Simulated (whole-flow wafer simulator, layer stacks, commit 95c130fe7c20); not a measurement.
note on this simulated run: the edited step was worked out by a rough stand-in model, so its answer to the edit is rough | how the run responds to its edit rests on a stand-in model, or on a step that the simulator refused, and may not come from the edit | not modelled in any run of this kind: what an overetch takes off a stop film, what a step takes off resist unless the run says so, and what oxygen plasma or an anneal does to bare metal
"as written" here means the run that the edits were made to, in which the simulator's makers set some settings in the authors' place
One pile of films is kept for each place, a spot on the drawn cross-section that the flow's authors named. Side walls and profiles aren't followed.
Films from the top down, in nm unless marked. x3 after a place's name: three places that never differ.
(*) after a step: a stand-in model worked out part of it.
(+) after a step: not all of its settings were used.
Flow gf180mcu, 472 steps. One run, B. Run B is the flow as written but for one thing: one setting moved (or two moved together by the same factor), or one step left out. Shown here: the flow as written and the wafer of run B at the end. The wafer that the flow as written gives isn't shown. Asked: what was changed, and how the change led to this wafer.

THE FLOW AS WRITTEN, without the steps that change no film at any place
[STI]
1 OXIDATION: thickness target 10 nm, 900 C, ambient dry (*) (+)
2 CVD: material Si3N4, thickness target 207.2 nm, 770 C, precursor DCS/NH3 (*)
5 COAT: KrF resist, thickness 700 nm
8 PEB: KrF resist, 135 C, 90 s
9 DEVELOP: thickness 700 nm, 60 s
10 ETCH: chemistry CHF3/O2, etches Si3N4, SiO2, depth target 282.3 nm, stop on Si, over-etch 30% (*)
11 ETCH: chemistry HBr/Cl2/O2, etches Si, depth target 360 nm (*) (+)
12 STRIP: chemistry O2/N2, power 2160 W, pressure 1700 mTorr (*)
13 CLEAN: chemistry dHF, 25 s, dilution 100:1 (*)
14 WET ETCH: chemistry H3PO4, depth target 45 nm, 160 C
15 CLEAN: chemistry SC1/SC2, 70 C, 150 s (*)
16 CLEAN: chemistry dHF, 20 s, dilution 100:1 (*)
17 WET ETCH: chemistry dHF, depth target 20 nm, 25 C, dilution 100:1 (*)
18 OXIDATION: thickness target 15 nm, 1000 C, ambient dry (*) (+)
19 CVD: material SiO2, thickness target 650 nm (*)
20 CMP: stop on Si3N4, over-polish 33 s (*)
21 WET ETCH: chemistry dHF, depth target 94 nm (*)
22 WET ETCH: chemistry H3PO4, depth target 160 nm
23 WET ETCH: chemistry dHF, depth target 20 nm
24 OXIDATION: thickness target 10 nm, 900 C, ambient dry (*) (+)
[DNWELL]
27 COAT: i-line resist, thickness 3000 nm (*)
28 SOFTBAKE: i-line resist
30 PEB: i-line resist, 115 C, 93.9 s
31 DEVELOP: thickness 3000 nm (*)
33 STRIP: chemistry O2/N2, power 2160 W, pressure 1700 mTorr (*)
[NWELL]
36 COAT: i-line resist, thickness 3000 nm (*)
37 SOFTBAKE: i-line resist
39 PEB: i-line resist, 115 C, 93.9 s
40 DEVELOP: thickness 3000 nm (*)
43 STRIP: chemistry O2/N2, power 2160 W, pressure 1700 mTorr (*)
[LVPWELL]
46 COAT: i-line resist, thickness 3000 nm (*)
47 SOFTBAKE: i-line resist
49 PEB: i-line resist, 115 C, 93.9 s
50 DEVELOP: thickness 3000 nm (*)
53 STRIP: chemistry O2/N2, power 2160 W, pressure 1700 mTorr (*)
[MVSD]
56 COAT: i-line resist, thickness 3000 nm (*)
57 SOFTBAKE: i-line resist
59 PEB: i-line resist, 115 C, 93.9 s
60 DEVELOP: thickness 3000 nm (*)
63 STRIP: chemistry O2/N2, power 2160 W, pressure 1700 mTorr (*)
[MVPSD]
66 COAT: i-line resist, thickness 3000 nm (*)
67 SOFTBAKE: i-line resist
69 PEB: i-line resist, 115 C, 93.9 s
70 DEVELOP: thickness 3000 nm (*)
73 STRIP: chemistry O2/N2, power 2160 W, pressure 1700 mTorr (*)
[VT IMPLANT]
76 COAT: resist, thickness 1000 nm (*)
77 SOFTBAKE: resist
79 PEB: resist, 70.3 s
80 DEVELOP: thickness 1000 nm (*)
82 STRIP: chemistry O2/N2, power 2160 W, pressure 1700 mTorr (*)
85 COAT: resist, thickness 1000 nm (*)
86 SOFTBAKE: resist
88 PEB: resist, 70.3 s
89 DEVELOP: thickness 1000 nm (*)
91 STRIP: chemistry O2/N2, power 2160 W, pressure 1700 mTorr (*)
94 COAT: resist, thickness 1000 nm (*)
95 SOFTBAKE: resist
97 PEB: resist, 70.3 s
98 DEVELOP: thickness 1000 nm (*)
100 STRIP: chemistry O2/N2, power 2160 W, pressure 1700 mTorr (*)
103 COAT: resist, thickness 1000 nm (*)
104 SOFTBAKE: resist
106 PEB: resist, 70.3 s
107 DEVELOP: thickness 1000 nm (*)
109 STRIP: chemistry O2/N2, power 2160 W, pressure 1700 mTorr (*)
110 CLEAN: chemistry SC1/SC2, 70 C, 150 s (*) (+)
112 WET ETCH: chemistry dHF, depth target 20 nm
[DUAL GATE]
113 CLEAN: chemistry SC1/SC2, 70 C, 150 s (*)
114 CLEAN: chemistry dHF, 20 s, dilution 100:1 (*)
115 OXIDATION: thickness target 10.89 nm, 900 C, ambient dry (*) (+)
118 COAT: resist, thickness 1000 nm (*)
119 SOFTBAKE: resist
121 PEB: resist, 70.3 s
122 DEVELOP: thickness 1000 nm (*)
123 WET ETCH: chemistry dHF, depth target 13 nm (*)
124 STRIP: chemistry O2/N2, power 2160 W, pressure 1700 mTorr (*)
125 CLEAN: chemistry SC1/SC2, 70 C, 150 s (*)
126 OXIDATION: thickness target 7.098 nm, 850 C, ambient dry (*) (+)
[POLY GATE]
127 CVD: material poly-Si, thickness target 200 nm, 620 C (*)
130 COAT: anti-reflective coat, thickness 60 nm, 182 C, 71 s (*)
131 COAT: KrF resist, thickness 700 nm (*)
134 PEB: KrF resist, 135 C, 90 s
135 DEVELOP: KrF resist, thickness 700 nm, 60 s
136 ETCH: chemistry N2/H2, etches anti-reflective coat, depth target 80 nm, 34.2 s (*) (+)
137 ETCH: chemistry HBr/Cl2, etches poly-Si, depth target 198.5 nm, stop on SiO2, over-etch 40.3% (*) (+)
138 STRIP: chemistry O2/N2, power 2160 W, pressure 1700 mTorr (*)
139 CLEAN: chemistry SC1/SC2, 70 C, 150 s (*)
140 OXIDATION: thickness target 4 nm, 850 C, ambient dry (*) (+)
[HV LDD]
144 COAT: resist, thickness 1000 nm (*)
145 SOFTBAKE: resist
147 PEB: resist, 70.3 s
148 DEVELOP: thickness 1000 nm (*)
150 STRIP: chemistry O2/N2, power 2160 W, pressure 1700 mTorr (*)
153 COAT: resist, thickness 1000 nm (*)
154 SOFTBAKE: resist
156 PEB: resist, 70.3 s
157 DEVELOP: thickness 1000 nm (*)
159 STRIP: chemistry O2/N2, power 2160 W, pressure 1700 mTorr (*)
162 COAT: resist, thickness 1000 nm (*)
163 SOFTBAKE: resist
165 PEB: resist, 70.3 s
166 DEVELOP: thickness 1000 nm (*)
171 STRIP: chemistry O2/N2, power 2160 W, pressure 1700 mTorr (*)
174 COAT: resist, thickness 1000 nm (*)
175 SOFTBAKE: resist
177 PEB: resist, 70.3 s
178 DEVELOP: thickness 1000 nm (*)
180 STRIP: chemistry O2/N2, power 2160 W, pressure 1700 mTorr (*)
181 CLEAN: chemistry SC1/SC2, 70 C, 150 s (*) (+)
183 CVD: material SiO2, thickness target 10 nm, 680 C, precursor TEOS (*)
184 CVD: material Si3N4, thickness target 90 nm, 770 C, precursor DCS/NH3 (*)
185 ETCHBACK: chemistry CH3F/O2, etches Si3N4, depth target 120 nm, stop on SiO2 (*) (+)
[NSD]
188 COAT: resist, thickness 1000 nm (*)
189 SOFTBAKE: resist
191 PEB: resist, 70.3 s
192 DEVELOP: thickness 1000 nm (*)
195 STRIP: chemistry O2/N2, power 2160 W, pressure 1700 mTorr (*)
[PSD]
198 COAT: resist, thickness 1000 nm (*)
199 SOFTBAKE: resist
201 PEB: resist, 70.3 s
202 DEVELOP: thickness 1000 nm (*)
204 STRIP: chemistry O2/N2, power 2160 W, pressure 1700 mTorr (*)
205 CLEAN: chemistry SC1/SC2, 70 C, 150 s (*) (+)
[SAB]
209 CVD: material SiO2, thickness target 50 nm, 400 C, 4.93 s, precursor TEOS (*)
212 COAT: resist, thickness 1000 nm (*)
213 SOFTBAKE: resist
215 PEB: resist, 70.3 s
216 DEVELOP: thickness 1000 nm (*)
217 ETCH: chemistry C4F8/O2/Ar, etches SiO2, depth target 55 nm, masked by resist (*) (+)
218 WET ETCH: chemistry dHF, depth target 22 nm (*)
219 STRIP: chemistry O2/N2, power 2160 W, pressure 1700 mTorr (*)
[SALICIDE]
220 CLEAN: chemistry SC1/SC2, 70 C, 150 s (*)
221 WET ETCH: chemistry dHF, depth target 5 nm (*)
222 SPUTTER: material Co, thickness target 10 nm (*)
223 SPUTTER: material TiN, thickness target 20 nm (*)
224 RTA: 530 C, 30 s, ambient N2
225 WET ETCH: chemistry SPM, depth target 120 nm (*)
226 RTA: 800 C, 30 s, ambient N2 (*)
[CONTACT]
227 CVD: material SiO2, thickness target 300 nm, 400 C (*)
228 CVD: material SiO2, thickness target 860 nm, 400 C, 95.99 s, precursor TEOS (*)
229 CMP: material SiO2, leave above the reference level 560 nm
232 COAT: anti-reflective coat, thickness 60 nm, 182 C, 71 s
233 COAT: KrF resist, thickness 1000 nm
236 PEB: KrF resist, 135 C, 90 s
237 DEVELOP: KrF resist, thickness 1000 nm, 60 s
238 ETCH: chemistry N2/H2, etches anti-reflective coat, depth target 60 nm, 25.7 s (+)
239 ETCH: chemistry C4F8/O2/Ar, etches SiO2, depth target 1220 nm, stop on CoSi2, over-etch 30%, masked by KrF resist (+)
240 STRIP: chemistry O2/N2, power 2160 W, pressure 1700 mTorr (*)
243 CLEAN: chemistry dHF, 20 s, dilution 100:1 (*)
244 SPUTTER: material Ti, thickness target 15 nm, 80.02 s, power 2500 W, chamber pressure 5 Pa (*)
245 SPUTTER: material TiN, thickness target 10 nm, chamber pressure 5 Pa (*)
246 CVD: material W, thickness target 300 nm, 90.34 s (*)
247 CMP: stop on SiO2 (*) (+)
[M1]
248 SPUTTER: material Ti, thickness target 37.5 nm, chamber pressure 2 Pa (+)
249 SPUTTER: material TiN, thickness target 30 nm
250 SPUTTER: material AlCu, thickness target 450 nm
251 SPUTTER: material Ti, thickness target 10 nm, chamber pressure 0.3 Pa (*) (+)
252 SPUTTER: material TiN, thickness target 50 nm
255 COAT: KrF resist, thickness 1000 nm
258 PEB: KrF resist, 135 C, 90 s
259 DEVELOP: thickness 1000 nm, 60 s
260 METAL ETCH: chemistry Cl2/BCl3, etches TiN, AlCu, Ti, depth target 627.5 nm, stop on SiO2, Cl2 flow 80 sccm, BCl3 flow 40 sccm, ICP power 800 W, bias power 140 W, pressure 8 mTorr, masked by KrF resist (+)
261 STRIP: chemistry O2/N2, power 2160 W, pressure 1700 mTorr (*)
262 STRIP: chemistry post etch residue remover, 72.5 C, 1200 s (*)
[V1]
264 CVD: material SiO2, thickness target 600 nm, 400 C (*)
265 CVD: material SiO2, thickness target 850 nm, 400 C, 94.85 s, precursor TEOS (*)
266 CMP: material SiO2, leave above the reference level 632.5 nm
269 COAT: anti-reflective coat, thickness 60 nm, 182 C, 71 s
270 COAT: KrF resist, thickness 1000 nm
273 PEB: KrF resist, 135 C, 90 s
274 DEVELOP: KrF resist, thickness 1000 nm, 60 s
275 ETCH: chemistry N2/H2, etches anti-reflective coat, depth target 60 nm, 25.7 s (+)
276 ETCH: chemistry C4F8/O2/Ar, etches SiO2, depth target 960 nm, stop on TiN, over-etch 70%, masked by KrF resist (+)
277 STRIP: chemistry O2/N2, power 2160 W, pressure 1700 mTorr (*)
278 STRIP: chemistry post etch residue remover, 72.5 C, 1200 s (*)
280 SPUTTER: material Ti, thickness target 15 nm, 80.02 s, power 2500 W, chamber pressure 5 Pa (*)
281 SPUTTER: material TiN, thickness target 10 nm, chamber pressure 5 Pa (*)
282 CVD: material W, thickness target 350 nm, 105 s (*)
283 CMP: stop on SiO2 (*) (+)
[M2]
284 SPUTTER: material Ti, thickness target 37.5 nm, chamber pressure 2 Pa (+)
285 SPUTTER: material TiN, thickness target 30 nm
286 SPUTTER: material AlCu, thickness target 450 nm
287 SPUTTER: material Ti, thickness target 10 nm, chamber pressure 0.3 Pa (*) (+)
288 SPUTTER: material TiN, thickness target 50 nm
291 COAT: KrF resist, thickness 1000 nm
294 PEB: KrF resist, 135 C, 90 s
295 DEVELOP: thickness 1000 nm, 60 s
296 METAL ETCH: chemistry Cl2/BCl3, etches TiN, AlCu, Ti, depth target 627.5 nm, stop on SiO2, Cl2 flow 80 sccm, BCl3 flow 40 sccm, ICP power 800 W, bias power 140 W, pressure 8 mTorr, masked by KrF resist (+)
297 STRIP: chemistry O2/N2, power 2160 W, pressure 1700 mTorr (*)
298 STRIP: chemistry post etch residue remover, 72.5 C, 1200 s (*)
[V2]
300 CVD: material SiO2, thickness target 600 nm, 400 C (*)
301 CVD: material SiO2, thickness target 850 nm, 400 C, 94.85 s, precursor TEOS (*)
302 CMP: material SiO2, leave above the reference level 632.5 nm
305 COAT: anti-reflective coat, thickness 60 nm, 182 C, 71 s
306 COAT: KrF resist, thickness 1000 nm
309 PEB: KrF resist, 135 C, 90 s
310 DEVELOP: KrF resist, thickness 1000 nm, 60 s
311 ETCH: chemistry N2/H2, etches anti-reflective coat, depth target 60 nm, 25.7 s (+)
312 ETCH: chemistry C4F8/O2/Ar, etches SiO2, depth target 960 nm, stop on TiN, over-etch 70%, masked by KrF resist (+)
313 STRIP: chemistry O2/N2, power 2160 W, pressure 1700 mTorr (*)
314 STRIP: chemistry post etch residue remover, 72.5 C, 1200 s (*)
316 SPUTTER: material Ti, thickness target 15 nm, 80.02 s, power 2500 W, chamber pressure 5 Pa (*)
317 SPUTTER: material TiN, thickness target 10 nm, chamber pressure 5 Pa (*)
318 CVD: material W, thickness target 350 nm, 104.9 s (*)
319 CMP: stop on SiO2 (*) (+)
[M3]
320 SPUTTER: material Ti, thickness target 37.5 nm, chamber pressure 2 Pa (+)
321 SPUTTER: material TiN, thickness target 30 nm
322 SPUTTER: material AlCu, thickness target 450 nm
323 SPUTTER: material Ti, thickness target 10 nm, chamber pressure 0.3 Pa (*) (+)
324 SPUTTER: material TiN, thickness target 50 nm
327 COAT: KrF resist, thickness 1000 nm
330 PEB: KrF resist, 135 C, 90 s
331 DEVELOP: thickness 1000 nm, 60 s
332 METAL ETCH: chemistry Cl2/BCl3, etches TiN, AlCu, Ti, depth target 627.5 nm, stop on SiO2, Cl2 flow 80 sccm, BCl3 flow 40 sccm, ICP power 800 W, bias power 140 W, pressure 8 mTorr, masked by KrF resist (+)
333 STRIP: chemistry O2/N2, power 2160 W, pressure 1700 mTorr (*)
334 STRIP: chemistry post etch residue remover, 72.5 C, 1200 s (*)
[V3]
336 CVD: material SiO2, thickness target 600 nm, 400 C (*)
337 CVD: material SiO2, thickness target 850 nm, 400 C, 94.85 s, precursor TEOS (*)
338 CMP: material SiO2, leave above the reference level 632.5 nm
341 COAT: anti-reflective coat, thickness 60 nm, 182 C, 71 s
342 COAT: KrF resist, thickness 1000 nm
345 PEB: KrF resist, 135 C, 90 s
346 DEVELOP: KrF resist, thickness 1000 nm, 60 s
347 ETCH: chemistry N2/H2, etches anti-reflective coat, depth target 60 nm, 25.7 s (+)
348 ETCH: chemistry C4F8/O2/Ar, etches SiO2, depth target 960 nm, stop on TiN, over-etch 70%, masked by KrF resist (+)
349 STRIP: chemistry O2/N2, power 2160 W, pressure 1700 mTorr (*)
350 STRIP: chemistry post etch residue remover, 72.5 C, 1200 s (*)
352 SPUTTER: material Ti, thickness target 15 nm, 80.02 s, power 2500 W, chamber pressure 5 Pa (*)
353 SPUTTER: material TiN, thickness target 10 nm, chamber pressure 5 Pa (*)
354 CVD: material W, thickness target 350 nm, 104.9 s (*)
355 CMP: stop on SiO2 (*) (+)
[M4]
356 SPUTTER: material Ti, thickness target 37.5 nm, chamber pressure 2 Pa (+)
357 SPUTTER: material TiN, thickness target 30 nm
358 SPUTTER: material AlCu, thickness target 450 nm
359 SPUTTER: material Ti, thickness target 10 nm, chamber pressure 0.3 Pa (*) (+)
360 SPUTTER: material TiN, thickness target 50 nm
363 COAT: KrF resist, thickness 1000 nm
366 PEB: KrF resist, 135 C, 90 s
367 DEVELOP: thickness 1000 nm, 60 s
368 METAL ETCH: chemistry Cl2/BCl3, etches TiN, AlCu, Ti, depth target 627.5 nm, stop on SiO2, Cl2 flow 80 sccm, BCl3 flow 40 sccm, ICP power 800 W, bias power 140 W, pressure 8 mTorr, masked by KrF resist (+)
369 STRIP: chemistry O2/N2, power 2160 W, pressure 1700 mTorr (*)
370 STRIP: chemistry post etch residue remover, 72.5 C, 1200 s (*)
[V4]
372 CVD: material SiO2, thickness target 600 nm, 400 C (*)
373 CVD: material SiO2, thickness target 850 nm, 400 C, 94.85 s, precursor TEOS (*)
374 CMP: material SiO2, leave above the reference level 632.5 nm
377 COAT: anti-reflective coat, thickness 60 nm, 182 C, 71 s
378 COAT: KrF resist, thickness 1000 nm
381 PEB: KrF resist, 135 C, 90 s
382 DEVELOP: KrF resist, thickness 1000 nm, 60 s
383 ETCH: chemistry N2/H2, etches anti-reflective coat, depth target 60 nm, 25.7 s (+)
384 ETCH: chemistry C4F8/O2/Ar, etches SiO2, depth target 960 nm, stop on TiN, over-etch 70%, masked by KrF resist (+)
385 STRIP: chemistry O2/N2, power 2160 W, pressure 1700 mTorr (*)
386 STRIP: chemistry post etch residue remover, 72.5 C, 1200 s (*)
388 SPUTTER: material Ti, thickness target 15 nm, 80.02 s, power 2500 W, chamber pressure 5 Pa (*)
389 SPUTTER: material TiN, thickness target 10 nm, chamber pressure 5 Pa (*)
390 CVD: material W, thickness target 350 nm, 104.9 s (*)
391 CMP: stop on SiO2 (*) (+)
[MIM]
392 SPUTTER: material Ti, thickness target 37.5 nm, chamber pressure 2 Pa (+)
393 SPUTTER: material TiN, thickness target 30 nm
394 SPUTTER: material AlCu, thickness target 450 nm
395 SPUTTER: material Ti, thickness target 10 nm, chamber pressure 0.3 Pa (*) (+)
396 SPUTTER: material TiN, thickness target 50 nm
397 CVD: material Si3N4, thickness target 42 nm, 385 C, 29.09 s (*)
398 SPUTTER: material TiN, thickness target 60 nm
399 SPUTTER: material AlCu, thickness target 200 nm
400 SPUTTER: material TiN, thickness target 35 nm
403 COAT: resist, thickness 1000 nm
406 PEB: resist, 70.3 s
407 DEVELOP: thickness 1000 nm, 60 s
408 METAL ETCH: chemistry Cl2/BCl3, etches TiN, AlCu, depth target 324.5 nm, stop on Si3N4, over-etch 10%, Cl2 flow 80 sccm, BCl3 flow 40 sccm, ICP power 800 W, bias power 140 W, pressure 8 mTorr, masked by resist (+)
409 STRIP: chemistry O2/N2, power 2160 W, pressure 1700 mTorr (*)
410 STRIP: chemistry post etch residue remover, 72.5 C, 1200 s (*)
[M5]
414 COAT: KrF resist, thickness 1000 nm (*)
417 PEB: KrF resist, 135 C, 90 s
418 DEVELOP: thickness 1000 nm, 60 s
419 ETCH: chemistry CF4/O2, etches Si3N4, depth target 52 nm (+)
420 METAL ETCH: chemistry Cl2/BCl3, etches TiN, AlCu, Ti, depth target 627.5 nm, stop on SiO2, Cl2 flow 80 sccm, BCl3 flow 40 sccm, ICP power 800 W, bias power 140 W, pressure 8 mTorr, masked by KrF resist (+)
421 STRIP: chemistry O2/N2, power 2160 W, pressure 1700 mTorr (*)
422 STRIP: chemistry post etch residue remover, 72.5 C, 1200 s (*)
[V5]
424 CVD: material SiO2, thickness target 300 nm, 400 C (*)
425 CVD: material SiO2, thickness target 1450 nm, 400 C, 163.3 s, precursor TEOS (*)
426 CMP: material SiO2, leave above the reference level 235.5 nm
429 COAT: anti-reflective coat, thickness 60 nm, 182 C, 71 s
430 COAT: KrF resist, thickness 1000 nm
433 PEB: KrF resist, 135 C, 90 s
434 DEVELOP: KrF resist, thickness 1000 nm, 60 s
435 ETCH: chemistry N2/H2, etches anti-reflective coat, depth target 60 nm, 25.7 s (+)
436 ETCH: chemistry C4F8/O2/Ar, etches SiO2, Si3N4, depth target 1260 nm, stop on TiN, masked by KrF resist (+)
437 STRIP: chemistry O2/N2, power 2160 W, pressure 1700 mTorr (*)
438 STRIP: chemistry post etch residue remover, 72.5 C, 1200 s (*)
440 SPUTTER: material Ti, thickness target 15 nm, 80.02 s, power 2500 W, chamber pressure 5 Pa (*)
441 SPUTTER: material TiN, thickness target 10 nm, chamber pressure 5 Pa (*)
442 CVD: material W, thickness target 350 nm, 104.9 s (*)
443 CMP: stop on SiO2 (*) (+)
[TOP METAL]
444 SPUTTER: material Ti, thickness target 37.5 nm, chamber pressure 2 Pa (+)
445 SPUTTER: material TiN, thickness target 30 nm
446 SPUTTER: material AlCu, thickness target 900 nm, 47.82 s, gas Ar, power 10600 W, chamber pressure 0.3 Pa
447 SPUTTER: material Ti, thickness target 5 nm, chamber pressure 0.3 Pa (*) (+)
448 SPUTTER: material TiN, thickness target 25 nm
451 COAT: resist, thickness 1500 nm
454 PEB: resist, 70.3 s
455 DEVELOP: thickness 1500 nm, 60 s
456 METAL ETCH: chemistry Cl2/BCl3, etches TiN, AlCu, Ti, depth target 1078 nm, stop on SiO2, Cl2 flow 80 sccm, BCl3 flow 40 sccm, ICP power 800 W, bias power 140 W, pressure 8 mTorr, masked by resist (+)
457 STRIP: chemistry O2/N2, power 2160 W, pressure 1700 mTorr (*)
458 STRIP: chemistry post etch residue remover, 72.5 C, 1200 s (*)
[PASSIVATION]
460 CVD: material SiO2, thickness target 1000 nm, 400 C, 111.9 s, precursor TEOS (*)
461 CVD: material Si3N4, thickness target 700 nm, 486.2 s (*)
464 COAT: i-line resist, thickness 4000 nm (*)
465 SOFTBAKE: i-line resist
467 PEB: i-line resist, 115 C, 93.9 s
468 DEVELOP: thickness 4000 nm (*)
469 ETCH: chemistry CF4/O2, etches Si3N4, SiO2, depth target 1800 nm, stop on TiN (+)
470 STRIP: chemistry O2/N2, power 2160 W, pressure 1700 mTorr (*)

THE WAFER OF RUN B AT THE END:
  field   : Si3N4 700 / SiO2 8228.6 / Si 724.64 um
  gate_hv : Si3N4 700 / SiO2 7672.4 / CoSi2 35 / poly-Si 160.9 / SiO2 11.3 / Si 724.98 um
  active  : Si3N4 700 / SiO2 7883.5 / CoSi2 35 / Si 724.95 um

The cause: step 126, OXIDATION: 744 C was run, where the flow has 850 C.

How the change led to this, step by step:
  126 OXIDATION: thickness target 7.098 nm, 850 C, ambient dry (*) (+)
      field_sub__w1, field_sub__w3, field_sub__w4 and 6 more: nothing (as written it would be: SiO2 +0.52, Si -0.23)
      field, field__w3, field__w12, npoly_sal, sti_nw: nothing (as written it would be: SiO2 +0.55, Si -0.24)
      (and at 53 more places)
  130 COAT: anti-reflective coat, thickness 60 nm, 182 C, 71 s (*)
      p_well, spacer, sd_n: anti-reflective coat +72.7 (new film) (as written it would be: anti-reflective coat +70.9 (new film))
      nplus_u: anti-reflective coat +68.2 (new film) (as written it would be: anti-reflective coat +66.8 (new film))
      (and at 1 more place)
  136 ETCH: chemistry N2/H2, etches anti-reflective coat, depth target 80 nm, 34.2 s (*) (+)
      p_well, spacer, sd_n: anti-reflective coat -72.7 (all of it), poly-Si -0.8 (as written it would be: anti-reflective coat -70.9 (all of it), poly-Si -0.85)
      nplus_u: anti-reflective coat -68.2 (all of it), poly-Si -0.92 (as written it would be: anti-reflective coat -66.8 (all of it), poly-Si -0.95)
      (and at 1 more place)
  145 SOFTBAKE: resist
      active_nat: resist +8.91 (as written it would be: resist +4.68)
  154 SOFTBAKE: resist
      active_nat: resist +8.91 (as written it would be: resist +4.68)
  163 SOFTBAKE: resist
      active_nat: resist +8.91 (as written it would be: resist +4.68)
  175 SOFTBAKE: resist
      active_nat: resist +8.91 (as written it would be: resist +4.68)
  189 SOFTBAKE: resist
      field__w9: resist -3.07 (as written it would be: resist +6.92)
      active_hv: resist -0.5 (as written it would be: resist +2.68)
      (and at 1 more place)
  199 SOFTBAKE: resist
      field__w9: resist -3.07 (as written it would be: resist +6.92)
      active_hv: resist -0.5 (as written it would be: resist +2.68)
      (and at 1 more place)
  218 WET ETCH: chemistry dHF, depth target 22 nm (*)
      active, p_well, sd_n, iso_ptap_pw, iso_ntap_nw, iso_ptap_sub, vpnp_e: SiO2 -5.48 (all of it) (as written it would be: SiO2 -9.01 (all of it))
      ldn_tap, ldn_src, ldn_drn, ldp_tap, ldp_src, ldp_drn, ldp_gr: SiO2 -13.2 (all of it) (as written it would be: SiO2 -16 (all of it))
      (and at 9 more places)
  223 SPUTTER: material TiN, thickness target 20 nm (*)
      field__w12: TiN +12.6 (new film) (as written it would be: TiN +12 (new film))
  225 WET ETCH: chemistry SPM, depth target 120 nm (*)
      field__w12: TiN -12.6 (all of it), Co -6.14 (all of it) (as written it would be: TiN -12 (all of it), Co -6.15 (all of it))
